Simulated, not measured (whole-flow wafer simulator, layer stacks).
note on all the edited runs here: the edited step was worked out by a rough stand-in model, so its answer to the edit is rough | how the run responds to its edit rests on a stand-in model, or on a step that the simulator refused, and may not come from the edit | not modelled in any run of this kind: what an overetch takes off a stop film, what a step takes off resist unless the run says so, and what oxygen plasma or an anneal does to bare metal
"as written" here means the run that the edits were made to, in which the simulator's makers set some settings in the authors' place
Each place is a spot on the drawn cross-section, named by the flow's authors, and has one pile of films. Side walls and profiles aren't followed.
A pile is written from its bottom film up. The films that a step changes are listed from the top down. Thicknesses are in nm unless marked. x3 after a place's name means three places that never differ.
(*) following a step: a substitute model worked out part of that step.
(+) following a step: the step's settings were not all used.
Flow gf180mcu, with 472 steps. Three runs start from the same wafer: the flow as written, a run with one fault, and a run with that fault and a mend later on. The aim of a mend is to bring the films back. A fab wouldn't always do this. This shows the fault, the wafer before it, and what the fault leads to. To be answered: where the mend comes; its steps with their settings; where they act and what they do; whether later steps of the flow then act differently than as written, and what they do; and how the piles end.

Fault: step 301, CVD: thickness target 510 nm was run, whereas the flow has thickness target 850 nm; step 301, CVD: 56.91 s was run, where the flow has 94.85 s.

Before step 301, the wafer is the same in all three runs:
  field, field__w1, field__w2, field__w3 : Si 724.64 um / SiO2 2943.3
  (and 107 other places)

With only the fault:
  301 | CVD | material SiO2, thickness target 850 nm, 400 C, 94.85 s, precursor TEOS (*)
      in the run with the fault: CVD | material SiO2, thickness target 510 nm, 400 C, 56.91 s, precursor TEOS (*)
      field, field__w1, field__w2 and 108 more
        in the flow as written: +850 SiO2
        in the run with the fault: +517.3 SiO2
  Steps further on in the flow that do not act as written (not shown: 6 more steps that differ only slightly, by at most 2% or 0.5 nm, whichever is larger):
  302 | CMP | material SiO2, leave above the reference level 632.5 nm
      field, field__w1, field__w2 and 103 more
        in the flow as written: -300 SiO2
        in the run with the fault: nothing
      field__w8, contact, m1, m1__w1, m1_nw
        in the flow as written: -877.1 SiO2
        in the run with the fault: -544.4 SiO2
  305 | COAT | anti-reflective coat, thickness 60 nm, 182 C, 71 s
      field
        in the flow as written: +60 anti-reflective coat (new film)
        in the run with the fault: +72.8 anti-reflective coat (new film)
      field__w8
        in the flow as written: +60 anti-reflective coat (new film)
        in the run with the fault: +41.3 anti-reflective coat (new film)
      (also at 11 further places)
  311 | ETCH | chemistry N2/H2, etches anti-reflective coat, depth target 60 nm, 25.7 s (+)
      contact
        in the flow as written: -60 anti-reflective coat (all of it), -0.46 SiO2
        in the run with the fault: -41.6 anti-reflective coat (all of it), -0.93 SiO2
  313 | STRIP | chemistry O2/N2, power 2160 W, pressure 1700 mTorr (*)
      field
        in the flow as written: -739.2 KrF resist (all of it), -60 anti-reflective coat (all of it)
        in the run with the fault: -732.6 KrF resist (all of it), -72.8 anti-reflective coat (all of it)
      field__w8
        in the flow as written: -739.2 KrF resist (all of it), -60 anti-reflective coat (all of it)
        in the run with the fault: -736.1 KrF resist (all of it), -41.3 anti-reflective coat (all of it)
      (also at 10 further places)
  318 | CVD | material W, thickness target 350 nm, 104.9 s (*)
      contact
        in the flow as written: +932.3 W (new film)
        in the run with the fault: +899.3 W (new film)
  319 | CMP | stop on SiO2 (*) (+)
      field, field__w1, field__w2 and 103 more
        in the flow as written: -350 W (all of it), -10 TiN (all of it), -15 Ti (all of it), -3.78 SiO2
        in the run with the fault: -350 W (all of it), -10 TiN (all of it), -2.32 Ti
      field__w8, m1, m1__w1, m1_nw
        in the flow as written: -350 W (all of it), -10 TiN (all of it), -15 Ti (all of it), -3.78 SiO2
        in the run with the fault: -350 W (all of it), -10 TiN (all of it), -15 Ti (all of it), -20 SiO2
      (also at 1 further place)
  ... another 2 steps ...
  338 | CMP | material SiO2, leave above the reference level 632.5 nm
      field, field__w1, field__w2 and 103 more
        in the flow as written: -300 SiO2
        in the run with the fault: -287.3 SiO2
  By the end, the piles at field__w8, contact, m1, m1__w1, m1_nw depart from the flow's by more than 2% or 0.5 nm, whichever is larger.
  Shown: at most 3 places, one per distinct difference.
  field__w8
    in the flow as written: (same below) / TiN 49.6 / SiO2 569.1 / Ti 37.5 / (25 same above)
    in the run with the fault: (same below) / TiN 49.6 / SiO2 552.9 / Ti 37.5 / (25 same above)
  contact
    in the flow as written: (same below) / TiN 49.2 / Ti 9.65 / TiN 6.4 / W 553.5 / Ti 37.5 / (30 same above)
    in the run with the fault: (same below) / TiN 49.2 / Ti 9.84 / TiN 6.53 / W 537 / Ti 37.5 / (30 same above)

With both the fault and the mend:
  After step 301 comes the mend.
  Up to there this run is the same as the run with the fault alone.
  301a | CVD | material SiO2, thickness target 340 nm, 400 C, 37.94 s, precursor TEOS (*) (a further turn of the flow's step 301, with different settings)
      field, field__w1, field__w2 and 108 more
        +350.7 SiO2
  Steps further on in the flow that do not act as written:
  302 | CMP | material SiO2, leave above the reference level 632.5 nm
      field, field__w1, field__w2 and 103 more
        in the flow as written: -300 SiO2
        in the run with the mend: -318 SiO2
  By the end, the piles equal the flow's at every place that both follow.
